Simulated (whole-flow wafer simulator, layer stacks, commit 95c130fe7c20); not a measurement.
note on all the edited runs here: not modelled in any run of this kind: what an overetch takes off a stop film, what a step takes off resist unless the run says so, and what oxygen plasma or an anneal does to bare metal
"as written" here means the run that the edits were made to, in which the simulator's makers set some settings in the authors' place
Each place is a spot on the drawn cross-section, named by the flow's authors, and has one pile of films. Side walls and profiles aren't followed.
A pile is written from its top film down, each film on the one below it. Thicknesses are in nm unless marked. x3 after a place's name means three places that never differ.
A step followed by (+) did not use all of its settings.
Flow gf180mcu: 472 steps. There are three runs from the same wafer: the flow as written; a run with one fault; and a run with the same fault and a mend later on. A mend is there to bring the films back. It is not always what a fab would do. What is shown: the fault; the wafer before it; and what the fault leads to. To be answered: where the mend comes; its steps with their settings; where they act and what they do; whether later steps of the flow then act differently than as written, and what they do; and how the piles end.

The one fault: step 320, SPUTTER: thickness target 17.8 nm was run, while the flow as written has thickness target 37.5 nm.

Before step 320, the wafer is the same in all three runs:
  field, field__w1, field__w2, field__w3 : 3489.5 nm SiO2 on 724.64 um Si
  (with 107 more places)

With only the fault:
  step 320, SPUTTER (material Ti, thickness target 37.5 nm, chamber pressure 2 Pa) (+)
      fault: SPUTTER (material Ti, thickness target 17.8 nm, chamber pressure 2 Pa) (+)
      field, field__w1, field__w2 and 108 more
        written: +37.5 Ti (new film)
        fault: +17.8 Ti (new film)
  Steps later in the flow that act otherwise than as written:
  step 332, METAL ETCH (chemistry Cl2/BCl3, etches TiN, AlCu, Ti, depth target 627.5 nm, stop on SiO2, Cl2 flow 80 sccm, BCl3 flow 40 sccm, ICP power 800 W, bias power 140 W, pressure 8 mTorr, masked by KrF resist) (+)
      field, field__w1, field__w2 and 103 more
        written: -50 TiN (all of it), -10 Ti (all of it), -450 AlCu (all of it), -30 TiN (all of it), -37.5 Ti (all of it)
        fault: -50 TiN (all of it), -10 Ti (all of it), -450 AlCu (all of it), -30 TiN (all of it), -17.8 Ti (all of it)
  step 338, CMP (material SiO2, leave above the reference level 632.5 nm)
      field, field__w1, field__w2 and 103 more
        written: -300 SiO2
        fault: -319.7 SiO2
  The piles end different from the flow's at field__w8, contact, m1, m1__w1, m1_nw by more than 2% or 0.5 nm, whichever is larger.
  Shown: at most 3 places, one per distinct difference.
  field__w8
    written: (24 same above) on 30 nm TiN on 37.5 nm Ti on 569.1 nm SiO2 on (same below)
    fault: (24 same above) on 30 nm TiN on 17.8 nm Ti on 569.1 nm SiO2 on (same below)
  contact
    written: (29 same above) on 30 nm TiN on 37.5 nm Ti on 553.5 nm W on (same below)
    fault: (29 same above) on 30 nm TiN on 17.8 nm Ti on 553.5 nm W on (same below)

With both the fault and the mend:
  The mend follows step 320.
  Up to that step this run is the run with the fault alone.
  step 320a, SPUTTER (material Ti, thickness target 19.7 nm, chamber pressure 2 Pa) (+) (a further turn of the flow's step 320, with different settings)
      field, field__w1, field__w2 and 108 more
        +19.7 Ti
  Every later step of the flow that is run acts as written at every place that is followed.
  At every place that both follow, the piles at the end match the flow's.
